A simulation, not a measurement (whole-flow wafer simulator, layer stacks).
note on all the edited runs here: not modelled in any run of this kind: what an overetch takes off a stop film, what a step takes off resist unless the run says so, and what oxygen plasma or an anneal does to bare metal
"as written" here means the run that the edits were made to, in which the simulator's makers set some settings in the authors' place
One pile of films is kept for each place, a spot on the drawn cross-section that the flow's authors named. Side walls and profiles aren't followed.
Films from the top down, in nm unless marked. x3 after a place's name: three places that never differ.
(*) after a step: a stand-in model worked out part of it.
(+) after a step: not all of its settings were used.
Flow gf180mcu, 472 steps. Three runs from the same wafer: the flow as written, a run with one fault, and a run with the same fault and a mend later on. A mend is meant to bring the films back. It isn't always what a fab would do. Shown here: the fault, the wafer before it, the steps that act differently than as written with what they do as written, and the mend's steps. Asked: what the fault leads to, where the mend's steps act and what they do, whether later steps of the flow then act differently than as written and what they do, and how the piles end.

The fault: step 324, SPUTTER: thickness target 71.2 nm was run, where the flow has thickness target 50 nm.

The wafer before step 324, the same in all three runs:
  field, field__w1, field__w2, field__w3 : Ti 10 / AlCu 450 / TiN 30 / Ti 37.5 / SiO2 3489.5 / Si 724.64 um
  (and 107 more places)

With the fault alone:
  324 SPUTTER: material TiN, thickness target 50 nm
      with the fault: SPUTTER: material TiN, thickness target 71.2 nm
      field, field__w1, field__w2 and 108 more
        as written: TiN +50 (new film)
        with the fault: TiN +71.2 (new film)
  Later steps of the flow that act differently than as written (3 more steps differ only slightly, by at most 2% or 0.5 nm, whichever is larger, and aren't shown):
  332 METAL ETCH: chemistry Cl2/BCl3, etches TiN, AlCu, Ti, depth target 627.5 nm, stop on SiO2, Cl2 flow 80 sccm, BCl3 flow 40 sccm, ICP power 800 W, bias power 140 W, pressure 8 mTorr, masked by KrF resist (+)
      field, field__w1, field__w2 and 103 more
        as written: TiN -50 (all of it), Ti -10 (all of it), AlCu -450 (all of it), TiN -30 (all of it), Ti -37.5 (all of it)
        with the fault: TiN -71.2 (all of it), Ti -10 (all of it), AlCu -450 (all of it), TiN -30 (all of it), Ti -37.5 (all of it)
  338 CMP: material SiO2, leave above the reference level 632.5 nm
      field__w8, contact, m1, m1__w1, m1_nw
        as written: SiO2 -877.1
        with the fault: SiO2 -898.3
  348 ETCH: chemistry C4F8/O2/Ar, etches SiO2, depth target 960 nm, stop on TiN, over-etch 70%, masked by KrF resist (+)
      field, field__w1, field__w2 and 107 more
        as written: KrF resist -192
        with the fault: KrF resist -187.4
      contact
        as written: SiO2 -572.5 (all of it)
        with the fault: SiO2 -551.3 (all of it)
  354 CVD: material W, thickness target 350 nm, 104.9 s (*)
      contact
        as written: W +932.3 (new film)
        with the fault: W +910.9 (new film)
  At the end the piles differ from the flow's by more than 2% or 0.5 nm, whichever is larger, at field__w8, contact, m1, m1__w1, m1_nw.
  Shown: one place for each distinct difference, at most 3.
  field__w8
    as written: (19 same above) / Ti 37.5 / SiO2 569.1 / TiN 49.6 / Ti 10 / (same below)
    with the fault: (19 same above) / Ti 37.5 / SiO2 547.9 / TiN 70.8 / Ti 10 / (same below)
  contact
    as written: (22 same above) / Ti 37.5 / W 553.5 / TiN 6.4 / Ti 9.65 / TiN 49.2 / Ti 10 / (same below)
    with the fault: (22 same above) / Ti 37.5 / W 532.1 / TiN 6.48 / Ti 9.77 / TiN 70.4 / Ti 10 / (same below)

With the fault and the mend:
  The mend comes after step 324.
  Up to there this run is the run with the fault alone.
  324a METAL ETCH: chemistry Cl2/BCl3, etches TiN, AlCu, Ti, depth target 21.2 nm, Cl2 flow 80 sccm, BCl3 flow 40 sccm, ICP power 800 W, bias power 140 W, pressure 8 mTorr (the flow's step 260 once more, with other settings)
      field, field__w1, field__w2 and 108 more
        TiN -21.2
  No later step of the flow acts differently than as written at any place that is followed.
  At the end the piles are the same as the flow's at every place that both follow.
